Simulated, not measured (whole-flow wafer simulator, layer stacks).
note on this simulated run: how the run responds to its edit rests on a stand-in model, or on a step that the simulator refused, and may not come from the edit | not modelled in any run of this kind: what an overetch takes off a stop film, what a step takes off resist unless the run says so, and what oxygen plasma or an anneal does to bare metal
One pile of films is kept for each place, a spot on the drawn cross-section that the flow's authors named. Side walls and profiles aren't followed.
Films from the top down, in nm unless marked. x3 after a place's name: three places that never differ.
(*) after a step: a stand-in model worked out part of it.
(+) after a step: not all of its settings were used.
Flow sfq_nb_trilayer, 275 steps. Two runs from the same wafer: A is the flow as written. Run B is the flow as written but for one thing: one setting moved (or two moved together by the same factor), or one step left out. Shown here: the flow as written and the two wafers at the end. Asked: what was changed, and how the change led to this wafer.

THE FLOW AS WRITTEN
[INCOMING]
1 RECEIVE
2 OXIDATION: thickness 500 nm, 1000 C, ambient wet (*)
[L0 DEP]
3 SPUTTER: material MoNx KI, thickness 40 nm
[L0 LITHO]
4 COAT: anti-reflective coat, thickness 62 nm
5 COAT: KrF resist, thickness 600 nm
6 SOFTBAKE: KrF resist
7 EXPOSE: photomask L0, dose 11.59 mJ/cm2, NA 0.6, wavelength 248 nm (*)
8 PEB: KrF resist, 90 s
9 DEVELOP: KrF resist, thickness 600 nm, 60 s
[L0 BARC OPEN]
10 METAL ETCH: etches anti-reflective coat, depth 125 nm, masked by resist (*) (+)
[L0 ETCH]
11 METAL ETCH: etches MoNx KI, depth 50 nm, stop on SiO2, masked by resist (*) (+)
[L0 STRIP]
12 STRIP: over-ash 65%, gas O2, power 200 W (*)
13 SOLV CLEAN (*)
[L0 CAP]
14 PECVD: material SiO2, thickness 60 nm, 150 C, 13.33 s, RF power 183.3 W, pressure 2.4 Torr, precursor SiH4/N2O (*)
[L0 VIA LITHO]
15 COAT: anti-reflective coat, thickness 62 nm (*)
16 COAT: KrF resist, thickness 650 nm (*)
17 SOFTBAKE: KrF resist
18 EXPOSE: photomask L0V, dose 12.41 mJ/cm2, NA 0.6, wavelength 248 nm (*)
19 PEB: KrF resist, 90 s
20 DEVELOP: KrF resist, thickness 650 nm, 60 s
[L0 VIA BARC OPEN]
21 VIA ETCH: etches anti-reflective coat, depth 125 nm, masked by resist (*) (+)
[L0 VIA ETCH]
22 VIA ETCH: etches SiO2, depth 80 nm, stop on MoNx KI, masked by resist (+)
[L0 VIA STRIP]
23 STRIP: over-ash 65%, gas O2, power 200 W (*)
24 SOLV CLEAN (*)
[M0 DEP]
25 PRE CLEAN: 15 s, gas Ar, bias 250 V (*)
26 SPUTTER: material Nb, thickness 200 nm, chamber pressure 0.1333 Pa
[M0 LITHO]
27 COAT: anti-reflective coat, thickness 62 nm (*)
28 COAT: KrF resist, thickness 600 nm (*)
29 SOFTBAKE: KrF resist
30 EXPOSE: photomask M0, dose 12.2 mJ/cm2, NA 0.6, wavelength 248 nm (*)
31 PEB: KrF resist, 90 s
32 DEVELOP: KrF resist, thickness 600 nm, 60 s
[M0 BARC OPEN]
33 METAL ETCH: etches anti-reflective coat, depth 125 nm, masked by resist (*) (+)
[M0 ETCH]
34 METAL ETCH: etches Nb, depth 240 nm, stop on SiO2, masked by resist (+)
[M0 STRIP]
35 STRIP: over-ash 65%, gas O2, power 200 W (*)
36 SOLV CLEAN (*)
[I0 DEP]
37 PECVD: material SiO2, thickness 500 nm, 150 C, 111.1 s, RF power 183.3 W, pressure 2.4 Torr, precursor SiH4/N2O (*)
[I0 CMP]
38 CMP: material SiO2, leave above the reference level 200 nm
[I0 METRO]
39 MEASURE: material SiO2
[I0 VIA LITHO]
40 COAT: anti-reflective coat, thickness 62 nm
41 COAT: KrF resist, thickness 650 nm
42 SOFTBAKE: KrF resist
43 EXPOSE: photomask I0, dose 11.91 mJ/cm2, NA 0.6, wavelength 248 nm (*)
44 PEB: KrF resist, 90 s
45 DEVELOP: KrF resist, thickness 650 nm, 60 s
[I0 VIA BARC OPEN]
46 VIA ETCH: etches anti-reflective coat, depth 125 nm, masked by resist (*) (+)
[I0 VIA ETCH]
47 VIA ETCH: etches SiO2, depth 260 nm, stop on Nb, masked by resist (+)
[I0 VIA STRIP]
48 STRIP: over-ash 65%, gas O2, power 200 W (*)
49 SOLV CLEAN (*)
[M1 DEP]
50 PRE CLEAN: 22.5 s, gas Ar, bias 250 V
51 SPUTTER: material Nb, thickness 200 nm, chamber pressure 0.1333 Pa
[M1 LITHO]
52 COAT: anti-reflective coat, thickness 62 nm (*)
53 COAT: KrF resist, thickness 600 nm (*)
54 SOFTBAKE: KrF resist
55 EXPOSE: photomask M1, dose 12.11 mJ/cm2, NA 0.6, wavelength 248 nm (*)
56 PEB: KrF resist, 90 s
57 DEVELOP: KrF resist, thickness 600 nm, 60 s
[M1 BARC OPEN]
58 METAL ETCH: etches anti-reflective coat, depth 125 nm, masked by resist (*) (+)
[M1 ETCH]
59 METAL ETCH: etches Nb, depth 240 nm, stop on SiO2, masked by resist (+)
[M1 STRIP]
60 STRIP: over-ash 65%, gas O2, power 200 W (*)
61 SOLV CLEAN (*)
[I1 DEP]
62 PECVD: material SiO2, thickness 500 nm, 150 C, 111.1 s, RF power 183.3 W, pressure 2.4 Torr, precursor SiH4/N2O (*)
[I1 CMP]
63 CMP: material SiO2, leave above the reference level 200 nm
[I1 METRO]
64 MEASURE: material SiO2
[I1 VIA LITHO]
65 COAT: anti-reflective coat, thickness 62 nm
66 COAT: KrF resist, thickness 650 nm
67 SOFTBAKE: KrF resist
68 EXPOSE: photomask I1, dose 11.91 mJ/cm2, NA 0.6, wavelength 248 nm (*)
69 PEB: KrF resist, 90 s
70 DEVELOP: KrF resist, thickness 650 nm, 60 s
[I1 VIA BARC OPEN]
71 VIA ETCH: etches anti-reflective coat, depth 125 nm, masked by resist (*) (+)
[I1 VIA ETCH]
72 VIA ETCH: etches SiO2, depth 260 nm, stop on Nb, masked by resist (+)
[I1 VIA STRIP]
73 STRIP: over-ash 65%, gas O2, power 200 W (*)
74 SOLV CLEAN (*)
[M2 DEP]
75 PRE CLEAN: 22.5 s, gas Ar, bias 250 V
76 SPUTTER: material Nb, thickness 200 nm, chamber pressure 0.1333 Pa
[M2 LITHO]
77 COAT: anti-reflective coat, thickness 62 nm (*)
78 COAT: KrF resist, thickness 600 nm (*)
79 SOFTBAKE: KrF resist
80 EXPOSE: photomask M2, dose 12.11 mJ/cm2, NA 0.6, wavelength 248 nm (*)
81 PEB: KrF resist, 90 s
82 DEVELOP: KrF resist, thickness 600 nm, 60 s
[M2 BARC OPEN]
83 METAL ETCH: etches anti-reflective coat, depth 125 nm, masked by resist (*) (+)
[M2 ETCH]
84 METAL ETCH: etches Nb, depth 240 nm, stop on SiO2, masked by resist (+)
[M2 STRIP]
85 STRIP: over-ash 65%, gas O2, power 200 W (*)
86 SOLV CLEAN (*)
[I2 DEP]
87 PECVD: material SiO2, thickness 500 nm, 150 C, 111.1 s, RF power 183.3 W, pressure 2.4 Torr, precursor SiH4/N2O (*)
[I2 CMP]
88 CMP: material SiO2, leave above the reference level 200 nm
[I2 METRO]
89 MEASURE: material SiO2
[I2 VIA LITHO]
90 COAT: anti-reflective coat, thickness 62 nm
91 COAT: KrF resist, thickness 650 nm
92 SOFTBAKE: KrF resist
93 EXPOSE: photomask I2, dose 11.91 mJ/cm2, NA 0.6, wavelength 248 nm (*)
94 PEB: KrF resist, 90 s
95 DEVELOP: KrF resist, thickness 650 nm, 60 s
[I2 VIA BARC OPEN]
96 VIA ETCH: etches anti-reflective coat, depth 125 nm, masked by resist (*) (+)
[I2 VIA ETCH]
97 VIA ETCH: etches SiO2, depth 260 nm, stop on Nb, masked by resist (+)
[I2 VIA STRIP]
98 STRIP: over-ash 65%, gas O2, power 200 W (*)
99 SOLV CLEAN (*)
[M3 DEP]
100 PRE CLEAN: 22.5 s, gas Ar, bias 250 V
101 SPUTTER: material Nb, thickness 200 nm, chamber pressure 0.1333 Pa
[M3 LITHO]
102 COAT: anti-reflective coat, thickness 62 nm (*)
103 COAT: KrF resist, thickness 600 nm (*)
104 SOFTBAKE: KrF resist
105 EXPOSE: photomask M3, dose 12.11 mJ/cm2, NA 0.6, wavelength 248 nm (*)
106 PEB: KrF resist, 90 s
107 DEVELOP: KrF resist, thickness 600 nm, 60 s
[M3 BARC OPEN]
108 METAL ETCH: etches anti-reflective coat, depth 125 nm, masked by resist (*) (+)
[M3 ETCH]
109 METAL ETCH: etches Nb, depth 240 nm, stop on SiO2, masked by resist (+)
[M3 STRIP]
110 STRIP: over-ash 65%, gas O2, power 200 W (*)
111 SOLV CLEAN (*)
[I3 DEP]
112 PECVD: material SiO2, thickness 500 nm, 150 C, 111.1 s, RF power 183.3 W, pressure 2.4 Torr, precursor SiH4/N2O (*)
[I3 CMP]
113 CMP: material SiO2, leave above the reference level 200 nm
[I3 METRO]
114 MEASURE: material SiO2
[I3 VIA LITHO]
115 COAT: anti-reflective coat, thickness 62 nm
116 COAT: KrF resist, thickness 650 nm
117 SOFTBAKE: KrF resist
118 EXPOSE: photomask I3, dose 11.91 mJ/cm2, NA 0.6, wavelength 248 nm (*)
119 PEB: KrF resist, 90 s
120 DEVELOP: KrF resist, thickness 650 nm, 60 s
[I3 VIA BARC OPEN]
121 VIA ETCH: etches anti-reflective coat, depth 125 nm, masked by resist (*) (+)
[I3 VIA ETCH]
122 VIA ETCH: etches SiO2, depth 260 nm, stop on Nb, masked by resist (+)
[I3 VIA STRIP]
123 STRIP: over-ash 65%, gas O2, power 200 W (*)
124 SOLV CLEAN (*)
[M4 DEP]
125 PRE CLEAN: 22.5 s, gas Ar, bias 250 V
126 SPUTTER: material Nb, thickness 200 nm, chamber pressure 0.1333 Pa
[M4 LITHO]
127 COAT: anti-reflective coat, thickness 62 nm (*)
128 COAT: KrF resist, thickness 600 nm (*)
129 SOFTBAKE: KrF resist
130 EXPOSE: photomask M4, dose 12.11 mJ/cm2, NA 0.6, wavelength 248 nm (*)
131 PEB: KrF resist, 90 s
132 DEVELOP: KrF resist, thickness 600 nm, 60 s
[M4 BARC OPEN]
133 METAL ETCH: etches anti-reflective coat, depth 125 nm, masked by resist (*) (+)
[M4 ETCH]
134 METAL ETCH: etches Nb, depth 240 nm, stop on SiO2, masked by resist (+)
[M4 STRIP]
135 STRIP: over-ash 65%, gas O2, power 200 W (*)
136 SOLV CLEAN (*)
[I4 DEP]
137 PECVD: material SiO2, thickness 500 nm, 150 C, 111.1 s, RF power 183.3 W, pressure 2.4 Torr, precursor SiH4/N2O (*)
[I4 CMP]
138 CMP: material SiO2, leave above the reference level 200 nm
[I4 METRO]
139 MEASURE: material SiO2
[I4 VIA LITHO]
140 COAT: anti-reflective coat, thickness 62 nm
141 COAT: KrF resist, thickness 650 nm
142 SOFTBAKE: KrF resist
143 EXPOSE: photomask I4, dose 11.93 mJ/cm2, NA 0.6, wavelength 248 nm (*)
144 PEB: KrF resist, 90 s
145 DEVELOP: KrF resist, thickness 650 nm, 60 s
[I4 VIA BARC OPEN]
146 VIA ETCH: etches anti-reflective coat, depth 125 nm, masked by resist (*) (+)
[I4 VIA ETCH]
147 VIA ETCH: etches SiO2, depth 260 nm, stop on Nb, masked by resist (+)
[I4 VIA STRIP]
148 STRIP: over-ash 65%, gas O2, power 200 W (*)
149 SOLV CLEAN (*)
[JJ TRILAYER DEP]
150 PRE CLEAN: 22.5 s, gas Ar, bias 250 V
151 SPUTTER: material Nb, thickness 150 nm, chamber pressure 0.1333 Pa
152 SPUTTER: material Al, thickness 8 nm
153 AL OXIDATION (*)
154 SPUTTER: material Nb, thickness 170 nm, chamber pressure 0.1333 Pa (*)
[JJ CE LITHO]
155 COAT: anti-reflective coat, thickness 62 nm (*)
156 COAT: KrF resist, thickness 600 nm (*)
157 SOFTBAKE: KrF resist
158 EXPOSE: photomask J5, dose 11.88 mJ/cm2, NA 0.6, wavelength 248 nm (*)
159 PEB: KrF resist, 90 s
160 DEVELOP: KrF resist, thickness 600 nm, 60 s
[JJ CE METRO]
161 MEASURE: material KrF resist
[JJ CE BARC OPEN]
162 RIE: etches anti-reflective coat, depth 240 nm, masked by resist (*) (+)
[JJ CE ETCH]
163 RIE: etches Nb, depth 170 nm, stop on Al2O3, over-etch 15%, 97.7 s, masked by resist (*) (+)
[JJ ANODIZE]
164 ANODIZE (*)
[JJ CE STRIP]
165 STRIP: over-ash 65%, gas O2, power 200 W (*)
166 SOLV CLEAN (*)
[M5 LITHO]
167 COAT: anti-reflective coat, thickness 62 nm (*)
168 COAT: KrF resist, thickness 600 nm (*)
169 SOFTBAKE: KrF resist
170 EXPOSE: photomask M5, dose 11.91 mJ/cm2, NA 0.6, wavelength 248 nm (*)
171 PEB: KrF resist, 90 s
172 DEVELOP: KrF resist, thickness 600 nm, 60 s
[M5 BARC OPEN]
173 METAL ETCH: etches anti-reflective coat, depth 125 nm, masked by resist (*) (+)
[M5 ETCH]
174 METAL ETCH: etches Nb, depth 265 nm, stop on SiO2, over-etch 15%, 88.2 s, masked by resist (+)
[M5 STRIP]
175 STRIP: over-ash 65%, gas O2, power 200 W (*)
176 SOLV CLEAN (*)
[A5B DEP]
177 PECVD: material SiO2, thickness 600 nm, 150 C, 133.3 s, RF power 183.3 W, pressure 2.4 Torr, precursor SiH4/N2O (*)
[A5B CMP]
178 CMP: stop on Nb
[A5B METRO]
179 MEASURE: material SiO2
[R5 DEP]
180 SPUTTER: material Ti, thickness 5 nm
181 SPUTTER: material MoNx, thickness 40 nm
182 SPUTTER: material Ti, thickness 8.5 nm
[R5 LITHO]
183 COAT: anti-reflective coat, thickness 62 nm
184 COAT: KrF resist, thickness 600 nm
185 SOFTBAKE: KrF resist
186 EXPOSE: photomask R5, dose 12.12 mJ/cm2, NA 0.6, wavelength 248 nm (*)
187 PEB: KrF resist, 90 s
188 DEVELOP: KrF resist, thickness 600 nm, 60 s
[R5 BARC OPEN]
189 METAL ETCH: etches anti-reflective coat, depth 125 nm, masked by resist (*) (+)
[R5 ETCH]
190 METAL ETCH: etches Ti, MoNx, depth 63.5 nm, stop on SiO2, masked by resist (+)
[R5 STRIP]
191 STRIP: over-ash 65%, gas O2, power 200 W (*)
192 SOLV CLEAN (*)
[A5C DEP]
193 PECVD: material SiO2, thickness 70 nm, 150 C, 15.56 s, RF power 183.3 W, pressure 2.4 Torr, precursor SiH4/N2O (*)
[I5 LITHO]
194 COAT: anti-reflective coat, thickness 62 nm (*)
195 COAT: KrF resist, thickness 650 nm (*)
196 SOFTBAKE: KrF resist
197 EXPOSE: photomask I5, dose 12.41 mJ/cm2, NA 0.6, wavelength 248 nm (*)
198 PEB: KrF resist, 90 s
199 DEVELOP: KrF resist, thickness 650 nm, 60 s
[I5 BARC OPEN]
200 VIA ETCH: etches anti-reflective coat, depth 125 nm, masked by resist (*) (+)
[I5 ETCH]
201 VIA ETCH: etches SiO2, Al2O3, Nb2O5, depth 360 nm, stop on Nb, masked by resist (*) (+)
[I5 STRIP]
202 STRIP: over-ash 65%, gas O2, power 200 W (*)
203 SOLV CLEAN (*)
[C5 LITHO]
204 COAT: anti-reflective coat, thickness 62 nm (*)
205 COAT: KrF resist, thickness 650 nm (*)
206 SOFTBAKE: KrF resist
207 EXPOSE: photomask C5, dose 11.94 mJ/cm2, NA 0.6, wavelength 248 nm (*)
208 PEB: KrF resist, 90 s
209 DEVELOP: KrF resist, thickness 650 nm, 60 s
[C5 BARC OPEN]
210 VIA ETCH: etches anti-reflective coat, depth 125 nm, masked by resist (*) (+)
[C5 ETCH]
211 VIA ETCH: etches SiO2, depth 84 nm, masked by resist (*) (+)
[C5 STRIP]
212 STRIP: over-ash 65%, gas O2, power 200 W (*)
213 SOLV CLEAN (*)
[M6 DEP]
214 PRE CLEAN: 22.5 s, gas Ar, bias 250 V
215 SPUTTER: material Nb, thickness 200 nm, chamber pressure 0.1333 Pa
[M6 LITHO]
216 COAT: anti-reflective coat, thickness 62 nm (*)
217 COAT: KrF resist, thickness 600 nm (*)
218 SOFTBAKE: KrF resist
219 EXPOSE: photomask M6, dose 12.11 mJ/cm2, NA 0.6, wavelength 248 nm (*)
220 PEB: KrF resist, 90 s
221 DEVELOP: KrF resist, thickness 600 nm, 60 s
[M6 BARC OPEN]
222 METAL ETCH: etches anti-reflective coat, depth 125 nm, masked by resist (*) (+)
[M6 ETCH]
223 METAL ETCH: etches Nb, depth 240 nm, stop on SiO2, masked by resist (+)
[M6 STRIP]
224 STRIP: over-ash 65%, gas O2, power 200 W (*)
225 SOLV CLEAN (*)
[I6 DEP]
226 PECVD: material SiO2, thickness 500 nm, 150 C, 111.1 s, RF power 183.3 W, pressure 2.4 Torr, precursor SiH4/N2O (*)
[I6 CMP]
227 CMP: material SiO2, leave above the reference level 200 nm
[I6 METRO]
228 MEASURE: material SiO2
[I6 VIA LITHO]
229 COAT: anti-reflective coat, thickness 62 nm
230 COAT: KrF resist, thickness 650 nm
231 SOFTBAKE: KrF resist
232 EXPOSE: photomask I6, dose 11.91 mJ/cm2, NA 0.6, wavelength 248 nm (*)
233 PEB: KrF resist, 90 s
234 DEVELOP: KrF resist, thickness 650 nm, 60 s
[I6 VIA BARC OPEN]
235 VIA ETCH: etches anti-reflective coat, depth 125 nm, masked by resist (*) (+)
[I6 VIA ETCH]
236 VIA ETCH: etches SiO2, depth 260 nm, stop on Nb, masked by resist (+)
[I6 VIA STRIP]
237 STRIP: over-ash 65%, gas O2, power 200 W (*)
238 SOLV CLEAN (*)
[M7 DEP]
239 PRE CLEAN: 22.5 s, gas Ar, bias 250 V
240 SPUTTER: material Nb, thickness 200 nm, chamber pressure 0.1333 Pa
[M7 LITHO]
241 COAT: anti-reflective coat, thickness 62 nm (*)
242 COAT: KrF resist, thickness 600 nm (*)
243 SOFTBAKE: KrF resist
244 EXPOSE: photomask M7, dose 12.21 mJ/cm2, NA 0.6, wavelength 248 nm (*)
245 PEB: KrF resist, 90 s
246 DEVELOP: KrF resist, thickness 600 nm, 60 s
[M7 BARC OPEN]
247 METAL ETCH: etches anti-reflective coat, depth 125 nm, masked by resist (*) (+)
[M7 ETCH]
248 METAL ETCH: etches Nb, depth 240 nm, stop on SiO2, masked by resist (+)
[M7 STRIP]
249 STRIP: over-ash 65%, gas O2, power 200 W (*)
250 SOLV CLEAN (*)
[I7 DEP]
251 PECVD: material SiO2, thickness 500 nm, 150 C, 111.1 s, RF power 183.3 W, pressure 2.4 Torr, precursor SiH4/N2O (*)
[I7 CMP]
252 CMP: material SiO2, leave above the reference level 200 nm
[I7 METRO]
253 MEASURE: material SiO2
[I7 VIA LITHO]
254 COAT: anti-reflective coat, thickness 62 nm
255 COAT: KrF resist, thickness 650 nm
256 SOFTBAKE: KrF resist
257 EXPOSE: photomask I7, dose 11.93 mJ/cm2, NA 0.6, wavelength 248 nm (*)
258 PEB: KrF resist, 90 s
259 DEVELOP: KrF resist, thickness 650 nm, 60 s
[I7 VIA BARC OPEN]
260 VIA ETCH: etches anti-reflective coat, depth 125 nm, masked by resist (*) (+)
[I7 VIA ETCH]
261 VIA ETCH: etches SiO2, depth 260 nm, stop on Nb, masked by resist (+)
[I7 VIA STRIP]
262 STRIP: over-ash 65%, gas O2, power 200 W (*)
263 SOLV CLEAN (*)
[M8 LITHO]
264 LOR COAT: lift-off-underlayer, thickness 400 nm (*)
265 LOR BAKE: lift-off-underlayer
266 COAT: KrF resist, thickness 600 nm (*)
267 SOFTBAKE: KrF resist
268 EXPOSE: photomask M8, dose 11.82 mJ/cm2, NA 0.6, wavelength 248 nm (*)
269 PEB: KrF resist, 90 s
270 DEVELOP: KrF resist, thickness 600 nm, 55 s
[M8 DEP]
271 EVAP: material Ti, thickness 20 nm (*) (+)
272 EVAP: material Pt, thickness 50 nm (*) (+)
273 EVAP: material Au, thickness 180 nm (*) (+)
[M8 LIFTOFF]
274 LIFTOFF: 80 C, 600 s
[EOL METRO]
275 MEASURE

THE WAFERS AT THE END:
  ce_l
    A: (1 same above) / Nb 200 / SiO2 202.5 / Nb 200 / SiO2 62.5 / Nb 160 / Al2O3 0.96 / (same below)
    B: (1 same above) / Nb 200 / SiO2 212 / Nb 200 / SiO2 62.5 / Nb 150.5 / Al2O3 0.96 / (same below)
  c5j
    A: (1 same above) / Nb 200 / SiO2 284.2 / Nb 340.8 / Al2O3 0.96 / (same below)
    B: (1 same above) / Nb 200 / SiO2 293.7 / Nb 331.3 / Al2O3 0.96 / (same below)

The cause: step 190, METAL ETCH: depth 73.03 nm was run, where the flow has depth 63.5 nm.

How the change led to this, step by step:
  190 METAL ETCH: etches Ti, MoNx, depth 63.5 nm, stop on SiO2, masked by resist (+)
      be_r, r_sur, res, r_end, r5r_line_l, r5r_line_c, r5r_line_r: A KrF resist -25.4 | B KrF resist -29.2
      ce_l, c5j, ce_r, wl_jj: A Ti -8.5 (all of it), MoNx -40 (all of it), Ti -5 (all of it), Nb -10 | B Ti -8.5 (all of it), MoNx -40 (all of it), Ti -5 (all of it), Nb -19.5
  194 COAT: anti-reflective coat, thickness 62 nm (*)
      wl_j_sl, wl_j_sr: A anti-reflective coat +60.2 (new film) | B anti-reflective coat +58.5 (new film)
      jj_sur: A anti-reflective coat +60.8 (new film) | B anti-reflective coat +59.2 (new film)
      (and at 5 more places)
  202 STRIP: over-ash 65%, gas O2, power 200 W (*)
      wl_j_sl, wl_j_sr: A KrF resist -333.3 (all of it), anti-reflective coat -60.2 (all of it) | B KrF resist -333.5 (all of it), anti-reflective coat -58.5 (all of it)
      jj_sur: A KrF resist -337.2 (all of it), anti-reflective coat -60.8 (all of it) | B KrF resist -337.4 (all of it), anti-reflective coat -59.2 (all of it)
      (and at 5 more places)
  204 COAT: anti-reflective coat, thickness 62 nm (*)
      wl_j_sl, wl_j_sr: A anti-reflective coat +60.2 (new film) | B anti-reflective coat +58.5 (new film)
      jj_sur: A anti-reflective coat +59.5 (new film) | B anti-reflective coat +57.9 (new film)
      (and at 5 more places)
  210 VIA ETCH: etches anti-reflective coat, depth 125 nm, masked by resist (*) (+)
      c5j: A anti-reflective coat -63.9 (all of it), SiO2 -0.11 | B anti-reflective coat -66.5 (all of it), SiO2 -0.09
  212 STRIP: over-ash 65%, gas O2, power 200 W (*)
      wl_j_sl, wl_j_sr: A KrF resist -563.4 (all of it), anti-reflective coat -60.2 (all of it) | B KrF resist -563.6 (all of it), anti-reflective coat -58.5 (all of it)
      jj_sur: A KrF resist -562 (all of it), anti-reflective coat -59.5 (all of it) | B KrF resist -562.2 (all of it), anti-reflective coat -57.9 (all of it)
      (and at 4 more places)
  216 COAT: anti-reflective coat, thickness 62 nm (*)
      wl_j_sl, wl_j_sr: A anti-reflective coat +60.2 (new film) | B anti-reflective coat +58.5 (new film)
      jj_sur: A anti-reflective coat +56.1 (new film) | B anti-reflective coat +54.4 (new film)
      (and at 5 more places)
  224 STRIP: over-ash 65%, gas O2, power 200 W (*)
      wl_j_sl, wl_j_sr: A KrF resist -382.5 (all of it), anti-reflective coat -60.2 (all of it) | B KrF resist -382.6 (all of it), anti-reflective coat -58.5 (all of it)
      jj_sur: A KrF resist -378.5 (all of it), anti-reflective coat -56.1 (all of it) | B KrF resist -378.7 (all of it), anti-reflective coat -54.4 (all of it)
      (and at 5 more places)
  227 CMP: material SiO2, leave above the reference level 200 nm
      ce_l, ce_r, wl_jj: A SiO2 -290 | B SiO2 -280.5
      c5j: A SiO2 -223 | B SiO2 -213.5
